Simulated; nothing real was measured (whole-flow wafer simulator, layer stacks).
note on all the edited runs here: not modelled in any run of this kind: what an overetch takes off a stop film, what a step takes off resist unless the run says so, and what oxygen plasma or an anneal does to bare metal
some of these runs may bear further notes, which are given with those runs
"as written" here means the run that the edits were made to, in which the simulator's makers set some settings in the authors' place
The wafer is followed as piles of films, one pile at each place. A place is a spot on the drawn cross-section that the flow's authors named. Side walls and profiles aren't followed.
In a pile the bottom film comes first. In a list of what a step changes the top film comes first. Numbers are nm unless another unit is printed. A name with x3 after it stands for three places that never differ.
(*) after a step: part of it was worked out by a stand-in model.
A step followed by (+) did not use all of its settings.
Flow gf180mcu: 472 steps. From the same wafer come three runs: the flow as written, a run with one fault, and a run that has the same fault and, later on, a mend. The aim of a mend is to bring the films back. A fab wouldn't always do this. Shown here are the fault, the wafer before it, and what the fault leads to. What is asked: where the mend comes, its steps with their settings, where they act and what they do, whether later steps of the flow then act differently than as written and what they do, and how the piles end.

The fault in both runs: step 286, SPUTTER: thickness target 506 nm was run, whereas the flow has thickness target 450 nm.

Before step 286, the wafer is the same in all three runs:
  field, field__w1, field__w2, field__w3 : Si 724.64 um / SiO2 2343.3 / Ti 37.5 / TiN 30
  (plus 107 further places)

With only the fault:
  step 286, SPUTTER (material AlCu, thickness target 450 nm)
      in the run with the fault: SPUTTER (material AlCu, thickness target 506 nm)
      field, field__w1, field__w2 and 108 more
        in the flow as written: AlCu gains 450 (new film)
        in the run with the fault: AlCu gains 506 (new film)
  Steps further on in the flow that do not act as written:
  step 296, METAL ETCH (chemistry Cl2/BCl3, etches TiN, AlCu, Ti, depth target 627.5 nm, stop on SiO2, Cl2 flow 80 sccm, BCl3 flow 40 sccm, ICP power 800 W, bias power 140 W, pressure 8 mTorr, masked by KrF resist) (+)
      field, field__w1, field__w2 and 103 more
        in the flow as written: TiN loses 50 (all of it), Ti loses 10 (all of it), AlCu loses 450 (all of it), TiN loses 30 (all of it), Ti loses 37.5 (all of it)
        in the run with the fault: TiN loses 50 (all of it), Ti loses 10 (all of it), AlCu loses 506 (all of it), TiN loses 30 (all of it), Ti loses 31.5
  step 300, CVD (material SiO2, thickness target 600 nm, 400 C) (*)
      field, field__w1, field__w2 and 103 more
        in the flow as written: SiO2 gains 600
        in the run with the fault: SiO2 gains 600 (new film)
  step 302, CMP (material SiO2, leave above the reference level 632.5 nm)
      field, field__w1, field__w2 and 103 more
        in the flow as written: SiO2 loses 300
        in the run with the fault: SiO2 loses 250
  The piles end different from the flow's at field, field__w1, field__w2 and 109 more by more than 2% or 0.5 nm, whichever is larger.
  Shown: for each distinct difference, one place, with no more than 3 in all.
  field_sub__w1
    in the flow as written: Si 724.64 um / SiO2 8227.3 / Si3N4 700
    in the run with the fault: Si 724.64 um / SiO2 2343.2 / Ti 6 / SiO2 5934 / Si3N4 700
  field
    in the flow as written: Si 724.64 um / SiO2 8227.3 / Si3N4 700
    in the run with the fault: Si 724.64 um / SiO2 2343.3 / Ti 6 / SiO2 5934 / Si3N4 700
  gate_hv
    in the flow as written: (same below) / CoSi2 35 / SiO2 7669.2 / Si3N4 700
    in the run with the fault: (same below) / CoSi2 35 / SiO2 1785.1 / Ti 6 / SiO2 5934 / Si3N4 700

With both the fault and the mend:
  The mend stands after step 286.
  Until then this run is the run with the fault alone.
  step 286a, METAL ETCH (chemistry Cl2/BCl3, etches TiN, AlCu, Ti, depth target 56 nm, Cl2 flow 80 sccm, BCl3 flow 40 sccm, ICP power 800 W, bias power 140 W, pressure 8 mTorr) (the flow's step 260, run once more with other settings)
      field, field__w1, field__w2 and 108 more
        AlCu loses 56
  None of the later steps of the flow acts differently than as written at any place that is followed.
  By the end, the piles equal the flow's at every place that both follow.
